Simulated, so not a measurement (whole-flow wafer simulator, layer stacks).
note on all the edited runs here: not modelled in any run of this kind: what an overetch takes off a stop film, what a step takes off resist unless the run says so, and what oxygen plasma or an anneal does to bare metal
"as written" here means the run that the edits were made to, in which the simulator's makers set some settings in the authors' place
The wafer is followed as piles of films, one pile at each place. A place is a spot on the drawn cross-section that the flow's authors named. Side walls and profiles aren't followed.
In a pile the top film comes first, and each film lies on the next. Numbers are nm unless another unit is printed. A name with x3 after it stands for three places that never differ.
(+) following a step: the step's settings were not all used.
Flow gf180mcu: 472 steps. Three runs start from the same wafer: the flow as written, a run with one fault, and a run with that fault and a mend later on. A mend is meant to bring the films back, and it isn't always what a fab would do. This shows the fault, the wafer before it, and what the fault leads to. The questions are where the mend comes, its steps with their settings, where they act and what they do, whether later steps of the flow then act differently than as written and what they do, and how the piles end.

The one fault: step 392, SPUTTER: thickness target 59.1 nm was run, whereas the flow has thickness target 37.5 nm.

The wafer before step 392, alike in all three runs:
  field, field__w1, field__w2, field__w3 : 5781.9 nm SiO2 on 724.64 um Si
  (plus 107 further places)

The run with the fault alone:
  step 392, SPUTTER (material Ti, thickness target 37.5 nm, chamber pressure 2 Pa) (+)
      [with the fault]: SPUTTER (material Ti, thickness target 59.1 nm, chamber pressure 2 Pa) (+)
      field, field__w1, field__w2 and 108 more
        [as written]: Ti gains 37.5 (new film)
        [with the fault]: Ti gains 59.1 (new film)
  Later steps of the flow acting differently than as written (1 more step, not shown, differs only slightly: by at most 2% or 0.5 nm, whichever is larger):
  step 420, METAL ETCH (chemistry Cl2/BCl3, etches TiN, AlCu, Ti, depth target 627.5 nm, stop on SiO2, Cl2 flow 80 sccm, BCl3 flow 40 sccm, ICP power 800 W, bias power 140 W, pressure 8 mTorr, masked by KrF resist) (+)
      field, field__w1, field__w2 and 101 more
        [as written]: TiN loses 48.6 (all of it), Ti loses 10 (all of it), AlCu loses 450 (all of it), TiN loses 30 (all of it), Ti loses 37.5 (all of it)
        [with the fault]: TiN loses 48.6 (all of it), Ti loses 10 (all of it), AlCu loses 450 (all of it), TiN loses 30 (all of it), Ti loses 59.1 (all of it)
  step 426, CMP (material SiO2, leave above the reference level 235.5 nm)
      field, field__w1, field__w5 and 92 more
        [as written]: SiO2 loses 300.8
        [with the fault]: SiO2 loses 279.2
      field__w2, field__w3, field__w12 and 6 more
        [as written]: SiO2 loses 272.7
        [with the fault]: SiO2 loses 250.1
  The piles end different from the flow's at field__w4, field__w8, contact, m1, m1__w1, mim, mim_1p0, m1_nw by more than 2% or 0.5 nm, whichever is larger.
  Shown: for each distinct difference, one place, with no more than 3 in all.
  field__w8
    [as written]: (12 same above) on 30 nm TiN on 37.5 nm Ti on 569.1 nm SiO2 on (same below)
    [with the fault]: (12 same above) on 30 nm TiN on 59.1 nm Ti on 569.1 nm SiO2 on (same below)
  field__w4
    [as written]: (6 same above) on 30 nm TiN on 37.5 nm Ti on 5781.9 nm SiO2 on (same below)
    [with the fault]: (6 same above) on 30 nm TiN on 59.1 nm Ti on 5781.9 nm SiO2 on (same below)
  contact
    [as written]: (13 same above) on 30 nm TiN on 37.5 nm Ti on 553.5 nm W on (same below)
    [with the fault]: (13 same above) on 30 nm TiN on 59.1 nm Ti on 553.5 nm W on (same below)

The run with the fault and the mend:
  The mend stands after step 392.
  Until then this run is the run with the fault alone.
  step 392a, METAL ETCH (chemistry Cl2/BCl3, etches TiN, AlCu, Ti, depth target 21.6 nm, Cl2 flow 80 sccm, BCl3 flow 40 sccm, ICP power 800 W, bias power 140 W, pressure 8 mTorr) (a further turn of the flow's step 260, with different settings)
      field, field__w1, field__w2 and 108 more
        Ti loses 21.6
  Every later step of the flow that is run acts as written at every place that is followed.
  The piles end the same as the flow's at every place that both follow.
